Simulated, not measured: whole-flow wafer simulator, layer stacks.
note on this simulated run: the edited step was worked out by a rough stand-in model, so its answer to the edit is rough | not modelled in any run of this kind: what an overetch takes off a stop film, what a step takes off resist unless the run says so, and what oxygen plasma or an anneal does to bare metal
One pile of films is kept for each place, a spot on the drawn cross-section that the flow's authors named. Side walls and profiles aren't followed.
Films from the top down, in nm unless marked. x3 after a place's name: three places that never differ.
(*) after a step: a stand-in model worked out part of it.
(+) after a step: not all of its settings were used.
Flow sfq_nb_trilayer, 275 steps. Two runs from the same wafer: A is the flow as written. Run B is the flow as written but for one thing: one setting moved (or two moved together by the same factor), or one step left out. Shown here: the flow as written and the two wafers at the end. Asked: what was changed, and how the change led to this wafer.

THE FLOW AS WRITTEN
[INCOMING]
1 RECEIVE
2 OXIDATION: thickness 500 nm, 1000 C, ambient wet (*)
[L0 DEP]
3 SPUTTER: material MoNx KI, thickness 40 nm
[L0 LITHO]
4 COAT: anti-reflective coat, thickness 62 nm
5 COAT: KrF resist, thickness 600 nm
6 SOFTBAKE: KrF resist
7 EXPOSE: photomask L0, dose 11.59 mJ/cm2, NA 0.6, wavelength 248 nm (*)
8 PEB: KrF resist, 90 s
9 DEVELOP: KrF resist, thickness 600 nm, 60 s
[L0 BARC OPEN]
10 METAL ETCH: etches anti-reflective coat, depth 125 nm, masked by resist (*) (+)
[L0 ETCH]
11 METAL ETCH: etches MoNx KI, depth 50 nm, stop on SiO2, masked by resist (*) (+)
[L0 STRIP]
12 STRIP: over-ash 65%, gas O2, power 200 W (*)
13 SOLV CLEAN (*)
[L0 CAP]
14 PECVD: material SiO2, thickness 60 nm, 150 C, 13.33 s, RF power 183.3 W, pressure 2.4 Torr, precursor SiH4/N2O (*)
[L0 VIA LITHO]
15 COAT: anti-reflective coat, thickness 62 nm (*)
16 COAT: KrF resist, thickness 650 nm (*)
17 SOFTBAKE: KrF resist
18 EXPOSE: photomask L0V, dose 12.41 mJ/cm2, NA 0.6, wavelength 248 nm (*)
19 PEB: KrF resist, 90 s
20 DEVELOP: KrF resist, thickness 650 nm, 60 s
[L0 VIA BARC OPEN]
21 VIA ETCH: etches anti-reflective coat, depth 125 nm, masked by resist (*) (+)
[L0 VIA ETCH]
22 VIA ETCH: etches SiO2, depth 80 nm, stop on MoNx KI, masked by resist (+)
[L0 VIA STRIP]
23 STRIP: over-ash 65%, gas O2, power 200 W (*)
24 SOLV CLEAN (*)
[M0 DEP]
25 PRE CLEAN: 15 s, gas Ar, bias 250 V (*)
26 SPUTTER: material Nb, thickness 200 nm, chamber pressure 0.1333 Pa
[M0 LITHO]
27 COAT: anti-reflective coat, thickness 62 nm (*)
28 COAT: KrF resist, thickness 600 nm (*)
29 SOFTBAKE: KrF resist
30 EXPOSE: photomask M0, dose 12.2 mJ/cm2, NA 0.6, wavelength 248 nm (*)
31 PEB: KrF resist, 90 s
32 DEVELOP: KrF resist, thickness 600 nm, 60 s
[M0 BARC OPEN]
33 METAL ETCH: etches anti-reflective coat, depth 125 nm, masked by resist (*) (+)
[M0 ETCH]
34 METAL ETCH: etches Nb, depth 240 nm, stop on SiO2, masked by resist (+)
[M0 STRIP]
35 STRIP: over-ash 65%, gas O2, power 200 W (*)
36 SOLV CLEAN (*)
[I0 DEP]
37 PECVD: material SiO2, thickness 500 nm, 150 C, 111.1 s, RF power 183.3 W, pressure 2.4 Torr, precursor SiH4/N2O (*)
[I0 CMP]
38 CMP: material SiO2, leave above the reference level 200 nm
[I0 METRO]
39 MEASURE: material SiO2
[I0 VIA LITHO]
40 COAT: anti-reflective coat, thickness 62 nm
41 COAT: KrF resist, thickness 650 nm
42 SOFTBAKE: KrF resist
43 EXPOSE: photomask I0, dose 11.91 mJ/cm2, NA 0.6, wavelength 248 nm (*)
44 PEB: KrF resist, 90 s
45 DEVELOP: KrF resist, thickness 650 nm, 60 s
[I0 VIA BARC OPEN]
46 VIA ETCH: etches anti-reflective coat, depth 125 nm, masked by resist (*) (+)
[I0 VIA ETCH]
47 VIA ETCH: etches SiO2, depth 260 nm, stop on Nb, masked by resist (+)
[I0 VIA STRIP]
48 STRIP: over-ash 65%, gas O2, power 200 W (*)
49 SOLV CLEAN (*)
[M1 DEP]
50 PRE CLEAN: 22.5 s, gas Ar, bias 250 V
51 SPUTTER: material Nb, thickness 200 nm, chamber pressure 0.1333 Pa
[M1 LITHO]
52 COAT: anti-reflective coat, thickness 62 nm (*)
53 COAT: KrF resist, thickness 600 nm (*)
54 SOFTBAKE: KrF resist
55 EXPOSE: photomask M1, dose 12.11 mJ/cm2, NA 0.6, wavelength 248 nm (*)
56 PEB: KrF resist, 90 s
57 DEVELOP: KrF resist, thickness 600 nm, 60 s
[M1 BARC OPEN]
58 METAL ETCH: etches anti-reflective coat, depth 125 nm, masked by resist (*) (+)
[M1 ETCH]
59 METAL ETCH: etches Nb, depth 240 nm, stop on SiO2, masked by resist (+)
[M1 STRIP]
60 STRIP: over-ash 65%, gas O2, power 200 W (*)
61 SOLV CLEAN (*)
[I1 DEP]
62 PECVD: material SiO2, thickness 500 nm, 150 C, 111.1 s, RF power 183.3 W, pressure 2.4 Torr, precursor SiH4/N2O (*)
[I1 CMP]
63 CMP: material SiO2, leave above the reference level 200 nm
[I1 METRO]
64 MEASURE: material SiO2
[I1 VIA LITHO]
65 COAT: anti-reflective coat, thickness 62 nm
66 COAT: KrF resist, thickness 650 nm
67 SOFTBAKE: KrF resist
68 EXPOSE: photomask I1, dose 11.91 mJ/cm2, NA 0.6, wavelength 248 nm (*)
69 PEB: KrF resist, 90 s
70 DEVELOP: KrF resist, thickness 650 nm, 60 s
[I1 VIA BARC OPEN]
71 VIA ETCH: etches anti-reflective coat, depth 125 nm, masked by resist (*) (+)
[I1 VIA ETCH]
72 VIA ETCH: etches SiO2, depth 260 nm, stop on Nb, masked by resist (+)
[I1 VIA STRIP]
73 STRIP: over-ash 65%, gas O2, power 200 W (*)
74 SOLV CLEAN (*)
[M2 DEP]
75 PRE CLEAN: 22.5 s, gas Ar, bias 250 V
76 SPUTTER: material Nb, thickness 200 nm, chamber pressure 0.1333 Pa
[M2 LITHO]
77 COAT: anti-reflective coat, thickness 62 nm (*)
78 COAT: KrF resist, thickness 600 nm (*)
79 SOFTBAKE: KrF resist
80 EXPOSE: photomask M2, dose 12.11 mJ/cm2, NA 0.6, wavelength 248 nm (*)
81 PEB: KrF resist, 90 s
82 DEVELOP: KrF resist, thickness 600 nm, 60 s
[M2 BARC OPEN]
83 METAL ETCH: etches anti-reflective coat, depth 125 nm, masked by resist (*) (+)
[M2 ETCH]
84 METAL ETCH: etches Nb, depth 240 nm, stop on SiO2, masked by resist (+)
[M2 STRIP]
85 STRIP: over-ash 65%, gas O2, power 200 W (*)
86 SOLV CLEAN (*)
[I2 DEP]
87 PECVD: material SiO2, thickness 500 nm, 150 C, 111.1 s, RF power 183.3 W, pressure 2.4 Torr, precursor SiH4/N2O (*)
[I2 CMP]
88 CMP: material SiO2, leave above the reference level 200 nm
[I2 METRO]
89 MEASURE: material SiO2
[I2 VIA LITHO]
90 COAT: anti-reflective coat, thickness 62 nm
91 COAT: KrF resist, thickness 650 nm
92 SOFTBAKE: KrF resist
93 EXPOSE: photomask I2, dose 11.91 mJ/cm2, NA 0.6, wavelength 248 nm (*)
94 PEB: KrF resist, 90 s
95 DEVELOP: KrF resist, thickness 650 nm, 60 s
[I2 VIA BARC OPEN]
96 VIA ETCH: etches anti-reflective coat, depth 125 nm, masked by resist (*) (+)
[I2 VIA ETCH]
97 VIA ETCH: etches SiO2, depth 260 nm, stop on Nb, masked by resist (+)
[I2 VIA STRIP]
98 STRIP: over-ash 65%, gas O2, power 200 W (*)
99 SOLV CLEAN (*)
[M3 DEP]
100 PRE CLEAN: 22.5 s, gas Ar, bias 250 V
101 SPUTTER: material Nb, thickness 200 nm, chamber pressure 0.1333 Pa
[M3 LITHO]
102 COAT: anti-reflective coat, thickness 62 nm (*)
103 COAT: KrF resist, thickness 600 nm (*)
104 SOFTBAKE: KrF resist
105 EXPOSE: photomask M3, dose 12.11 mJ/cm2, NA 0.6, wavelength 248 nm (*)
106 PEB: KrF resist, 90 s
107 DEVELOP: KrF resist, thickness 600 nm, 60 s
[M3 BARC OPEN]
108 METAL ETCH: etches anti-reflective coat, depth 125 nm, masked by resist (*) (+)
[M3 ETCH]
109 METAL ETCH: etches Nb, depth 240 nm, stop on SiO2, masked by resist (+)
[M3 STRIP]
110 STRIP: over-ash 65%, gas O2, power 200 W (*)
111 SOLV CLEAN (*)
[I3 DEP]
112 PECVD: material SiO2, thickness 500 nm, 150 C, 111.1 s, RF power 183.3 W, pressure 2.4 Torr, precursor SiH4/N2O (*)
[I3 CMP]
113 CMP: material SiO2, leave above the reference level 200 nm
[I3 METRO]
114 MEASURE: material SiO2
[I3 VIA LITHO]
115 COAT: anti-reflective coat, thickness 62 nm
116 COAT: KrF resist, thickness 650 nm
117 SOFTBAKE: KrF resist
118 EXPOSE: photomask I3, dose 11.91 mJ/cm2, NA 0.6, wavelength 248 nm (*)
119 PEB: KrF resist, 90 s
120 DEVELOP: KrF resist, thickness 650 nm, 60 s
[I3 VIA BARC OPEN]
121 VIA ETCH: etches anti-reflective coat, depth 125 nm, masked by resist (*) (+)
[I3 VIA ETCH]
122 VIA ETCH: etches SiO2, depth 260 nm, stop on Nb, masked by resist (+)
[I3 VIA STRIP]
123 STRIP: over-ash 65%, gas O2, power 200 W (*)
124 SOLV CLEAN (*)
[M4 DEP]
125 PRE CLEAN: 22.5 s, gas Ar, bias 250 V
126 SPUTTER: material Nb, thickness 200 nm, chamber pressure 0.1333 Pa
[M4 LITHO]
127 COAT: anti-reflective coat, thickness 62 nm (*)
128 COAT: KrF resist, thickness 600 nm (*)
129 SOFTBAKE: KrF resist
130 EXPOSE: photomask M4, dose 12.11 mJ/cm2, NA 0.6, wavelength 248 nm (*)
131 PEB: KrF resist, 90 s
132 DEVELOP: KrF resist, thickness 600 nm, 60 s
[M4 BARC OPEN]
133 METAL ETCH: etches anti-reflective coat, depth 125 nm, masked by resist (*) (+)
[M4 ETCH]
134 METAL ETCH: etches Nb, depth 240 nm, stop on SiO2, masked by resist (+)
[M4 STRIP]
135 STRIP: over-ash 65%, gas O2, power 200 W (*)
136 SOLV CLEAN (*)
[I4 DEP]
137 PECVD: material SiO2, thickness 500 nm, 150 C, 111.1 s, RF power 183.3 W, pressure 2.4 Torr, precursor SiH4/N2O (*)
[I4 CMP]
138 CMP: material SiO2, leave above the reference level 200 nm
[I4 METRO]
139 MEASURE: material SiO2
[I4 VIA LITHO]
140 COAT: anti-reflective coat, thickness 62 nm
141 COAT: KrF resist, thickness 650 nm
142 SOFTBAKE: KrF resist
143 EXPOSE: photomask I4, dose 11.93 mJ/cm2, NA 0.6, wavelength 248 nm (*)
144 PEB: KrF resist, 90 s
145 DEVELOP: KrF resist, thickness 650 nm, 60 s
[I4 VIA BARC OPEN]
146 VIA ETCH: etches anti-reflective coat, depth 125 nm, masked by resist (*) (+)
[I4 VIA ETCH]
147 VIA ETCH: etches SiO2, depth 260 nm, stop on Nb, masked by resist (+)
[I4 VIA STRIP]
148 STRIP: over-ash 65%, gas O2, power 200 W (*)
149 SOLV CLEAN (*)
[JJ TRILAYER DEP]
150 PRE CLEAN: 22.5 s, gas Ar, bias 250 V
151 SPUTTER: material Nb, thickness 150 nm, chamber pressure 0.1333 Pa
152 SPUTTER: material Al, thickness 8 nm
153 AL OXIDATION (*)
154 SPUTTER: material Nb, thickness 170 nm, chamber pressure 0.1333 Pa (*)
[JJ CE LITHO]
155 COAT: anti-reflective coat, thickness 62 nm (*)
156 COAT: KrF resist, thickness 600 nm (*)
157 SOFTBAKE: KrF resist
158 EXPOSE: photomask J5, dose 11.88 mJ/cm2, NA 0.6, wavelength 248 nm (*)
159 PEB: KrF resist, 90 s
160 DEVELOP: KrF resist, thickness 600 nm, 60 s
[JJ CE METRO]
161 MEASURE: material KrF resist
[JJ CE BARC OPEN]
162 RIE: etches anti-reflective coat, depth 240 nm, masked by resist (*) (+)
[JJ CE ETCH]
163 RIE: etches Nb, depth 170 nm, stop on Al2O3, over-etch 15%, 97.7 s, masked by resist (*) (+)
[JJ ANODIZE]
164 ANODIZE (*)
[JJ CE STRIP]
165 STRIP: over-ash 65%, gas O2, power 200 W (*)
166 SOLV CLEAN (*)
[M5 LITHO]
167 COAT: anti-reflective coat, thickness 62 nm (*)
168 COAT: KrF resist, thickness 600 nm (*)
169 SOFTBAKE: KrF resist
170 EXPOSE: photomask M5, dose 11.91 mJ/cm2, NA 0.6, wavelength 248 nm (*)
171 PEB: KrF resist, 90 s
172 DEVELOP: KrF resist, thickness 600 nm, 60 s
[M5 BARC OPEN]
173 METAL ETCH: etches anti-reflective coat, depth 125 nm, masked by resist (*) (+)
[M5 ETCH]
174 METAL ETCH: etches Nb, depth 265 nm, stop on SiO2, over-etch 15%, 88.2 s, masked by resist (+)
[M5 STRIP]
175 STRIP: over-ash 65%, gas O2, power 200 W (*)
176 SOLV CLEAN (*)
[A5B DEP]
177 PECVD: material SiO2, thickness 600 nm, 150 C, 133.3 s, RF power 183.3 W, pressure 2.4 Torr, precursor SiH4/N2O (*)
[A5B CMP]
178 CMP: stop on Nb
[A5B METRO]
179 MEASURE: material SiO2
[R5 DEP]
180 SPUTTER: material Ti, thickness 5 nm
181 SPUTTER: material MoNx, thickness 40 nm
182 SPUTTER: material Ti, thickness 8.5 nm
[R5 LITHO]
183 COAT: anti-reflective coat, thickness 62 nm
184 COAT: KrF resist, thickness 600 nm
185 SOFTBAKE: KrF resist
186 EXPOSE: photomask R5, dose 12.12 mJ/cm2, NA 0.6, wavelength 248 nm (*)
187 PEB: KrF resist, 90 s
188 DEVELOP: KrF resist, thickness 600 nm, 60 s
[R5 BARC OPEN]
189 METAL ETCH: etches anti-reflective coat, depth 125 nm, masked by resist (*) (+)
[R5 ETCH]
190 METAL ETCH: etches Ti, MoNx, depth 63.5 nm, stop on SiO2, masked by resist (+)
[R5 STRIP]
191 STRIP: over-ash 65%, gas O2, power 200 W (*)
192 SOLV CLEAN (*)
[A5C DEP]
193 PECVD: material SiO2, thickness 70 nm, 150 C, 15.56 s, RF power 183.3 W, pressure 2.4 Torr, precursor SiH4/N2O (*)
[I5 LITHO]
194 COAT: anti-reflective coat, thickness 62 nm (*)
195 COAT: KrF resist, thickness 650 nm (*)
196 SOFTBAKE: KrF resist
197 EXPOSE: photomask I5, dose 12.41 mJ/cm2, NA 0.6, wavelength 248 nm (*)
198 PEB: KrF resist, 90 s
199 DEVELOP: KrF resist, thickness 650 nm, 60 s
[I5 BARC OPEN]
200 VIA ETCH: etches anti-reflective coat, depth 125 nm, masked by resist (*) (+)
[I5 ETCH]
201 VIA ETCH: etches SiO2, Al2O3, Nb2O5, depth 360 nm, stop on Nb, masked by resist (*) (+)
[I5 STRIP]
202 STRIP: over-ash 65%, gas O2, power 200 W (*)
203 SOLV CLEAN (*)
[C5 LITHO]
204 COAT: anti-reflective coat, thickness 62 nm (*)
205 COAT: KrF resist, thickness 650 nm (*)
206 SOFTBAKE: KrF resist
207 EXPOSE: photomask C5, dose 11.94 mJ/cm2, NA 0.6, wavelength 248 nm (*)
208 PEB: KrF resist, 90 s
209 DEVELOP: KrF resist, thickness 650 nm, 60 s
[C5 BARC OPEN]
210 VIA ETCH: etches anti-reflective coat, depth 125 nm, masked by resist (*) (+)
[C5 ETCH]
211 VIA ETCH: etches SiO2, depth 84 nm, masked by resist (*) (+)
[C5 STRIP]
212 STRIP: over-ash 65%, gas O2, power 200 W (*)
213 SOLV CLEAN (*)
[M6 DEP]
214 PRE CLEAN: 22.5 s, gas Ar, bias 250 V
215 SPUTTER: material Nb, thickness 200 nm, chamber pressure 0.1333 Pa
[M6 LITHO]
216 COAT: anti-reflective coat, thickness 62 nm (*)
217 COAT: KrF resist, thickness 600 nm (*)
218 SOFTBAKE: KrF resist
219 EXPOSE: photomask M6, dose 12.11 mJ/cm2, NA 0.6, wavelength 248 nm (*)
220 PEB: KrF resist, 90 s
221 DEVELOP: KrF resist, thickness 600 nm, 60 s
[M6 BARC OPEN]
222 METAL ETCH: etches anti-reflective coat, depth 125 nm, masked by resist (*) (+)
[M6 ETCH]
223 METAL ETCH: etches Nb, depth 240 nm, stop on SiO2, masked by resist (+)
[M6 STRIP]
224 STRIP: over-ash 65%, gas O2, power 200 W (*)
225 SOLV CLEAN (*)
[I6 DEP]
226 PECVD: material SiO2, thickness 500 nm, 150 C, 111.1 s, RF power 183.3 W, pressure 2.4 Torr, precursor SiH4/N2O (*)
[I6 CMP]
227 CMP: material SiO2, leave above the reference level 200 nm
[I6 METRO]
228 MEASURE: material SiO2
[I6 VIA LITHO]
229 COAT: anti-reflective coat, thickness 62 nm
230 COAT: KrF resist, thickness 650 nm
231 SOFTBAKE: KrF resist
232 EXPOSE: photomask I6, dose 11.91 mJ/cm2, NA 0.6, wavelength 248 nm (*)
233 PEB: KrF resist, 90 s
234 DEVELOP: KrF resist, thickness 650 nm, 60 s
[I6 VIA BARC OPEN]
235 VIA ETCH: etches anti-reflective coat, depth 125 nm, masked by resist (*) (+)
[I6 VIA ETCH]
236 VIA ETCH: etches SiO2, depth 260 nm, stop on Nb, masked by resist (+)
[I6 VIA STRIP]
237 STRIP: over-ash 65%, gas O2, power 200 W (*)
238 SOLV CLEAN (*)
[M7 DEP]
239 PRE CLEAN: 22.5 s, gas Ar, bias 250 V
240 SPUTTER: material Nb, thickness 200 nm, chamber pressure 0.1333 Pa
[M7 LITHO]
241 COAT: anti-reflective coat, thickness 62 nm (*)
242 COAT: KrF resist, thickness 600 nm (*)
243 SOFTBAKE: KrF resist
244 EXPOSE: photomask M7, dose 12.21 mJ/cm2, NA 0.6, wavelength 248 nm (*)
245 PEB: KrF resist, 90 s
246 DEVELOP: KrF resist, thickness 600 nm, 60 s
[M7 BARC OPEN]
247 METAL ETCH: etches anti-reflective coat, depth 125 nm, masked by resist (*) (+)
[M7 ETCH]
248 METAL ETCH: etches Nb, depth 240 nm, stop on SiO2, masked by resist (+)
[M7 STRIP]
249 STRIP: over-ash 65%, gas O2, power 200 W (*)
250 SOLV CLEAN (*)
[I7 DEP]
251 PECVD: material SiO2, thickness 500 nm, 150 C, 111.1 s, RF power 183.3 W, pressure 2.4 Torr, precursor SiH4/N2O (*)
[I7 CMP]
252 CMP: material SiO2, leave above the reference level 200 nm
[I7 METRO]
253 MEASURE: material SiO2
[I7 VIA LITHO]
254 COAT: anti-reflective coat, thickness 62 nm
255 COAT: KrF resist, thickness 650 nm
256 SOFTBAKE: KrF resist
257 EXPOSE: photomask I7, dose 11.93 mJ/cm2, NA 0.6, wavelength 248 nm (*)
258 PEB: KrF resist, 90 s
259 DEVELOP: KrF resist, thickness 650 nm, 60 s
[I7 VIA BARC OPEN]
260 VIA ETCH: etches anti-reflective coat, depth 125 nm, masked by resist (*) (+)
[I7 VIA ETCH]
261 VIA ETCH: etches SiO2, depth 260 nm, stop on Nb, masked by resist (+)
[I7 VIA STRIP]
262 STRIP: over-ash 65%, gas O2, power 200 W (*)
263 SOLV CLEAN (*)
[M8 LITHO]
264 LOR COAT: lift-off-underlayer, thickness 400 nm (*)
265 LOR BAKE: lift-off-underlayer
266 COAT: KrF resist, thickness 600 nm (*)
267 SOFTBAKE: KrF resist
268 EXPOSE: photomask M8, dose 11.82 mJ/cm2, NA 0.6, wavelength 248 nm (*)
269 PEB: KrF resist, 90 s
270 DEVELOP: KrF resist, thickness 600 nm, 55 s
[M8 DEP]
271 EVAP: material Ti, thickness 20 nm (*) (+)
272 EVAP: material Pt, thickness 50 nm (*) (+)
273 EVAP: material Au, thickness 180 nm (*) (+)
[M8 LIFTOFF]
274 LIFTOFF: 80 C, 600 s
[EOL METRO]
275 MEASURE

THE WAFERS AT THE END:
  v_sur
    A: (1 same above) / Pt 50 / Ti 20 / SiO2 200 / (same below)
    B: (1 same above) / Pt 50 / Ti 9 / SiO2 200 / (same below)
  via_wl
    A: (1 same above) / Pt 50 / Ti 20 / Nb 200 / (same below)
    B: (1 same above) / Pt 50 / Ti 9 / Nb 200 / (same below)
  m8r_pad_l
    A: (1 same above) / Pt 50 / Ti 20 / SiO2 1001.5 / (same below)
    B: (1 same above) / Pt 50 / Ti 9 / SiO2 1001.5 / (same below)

The cause: step 271, EVAP: thickness 9 nm was run, where the flow has thickness 20 nm.
It can be read off the wafer: v_sur has Ti 9, and step 271 as written asks for 20 nm.

How the change led to this, step by step:
  271 EVAP: material Ti, thickness 20 nm (*) (+)
      field_l, v_sur, via_wl and 103 more: A Ti +20 (new film) | B Ti +9 (new film)
  274 LIFTOFF: 80 C, 600 s
      p4_fl, p4_fm, p4_w1 and 71 more: A Au -180 (all of it), Pt -50 (all of it), Ti -20 (all of it), KrF resist -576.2 (all of it), lift-off-underlayer -400 (all of it) | B Au -180 (all of it), Pt -50 (all of it), Ti -9 (all of it), KrF resist -576.2 (all of it), lift-off-underlayer -400 (all of it)
      c5j, ce_r: A Au -180 (all of it), Pt -50 (all of it), Ti -20 (all of it), KrF resist -573.3 (all of it), lift-off-underlayer -399.3 (all of it) | B Au -180 (all of it), Pt -50 (all of it), Ti -9 (all of it), KrF resist -573.3 (all of it), lift-off-underlayer -399.3 (all of it)
      (and at 19 more places)
